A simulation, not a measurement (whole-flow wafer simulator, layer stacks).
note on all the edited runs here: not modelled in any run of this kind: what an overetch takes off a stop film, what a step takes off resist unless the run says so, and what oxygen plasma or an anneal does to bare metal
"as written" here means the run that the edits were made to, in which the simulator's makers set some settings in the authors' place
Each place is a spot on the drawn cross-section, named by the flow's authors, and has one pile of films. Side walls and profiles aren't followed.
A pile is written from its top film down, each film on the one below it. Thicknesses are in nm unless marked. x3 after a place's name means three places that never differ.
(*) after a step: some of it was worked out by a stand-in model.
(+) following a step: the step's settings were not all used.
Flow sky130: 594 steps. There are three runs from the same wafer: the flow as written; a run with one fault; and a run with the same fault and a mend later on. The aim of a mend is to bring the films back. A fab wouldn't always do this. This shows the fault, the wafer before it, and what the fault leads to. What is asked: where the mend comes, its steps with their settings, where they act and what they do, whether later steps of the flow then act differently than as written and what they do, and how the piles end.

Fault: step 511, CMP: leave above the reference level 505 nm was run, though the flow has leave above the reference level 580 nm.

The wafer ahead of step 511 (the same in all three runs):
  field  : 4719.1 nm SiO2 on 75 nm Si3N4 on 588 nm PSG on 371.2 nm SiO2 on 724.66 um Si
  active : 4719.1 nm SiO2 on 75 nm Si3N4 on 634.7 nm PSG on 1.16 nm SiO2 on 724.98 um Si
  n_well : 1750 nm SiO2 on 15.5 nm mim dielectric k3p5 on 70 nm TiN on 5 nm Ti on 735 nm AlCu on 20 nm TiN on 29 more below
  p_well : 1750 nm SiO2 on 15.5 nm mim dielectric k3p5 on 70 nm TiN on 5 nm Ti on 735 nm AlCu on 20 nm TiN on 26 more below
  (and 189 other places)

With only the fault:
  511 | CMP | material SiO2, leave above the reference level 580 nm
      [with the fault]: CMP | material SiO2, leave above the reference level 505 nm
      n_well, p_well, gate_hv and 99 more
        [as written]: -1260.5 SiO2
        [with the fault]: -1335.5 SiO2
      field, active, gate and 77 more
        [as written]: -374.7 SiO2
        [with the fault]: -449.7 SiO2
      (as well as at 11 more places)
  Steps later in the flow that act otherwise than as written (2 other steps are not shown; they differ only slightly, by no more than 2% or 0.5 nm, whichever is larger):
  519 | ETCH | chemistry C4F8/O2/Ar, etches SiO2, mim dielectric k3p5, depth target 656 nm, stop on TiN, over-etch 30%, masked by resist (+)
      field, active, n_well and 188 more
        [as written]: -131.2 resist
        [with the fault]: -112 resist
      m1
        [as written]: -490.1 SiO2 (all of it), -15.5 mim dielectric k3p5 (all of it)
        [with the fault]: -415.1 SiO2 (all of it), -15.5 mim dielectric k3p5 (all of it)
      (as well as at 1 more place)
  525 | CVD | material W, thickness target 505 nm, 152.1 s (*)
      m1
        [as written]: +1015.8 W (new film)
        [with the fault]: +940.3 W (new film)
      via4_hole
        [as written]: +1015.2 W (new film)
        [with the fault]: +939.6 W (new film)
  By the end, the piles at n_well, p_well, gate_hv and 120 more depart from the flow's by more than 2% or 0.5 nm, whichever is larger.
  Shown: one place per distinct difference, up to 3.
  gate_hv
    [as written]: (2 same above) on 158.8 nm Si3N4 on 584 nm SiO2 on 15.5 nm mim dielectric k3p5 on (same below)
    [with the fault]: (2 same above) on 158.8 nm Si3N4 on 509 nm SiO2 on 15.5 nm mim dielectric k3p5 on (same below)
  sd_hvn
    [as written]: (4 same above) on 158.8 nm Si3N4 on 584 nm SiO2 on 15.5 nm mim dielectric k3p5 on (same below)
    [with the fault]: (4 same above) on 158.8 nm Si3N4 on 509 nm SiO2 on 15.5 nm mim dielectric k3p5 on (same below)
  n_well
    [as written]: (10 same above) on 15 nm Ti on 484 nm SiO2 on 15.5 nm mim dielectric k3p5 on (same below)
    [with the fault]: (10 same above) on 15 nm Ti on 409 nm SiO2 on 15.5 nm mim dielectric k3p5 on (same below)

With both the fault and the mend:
  After step 511 comes the mend.
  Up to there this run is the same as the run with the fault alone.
  511a | HDPCVD | thickness target 75 nm (*) (a further turn of the flow's step 510, with different settings)
      field, active, n_well and 190 more
        +75 SiO2
  Every later step of the flow that is run acts as written at every place that is followed.
  At every place that both follow, the piles at the end match the flow's.
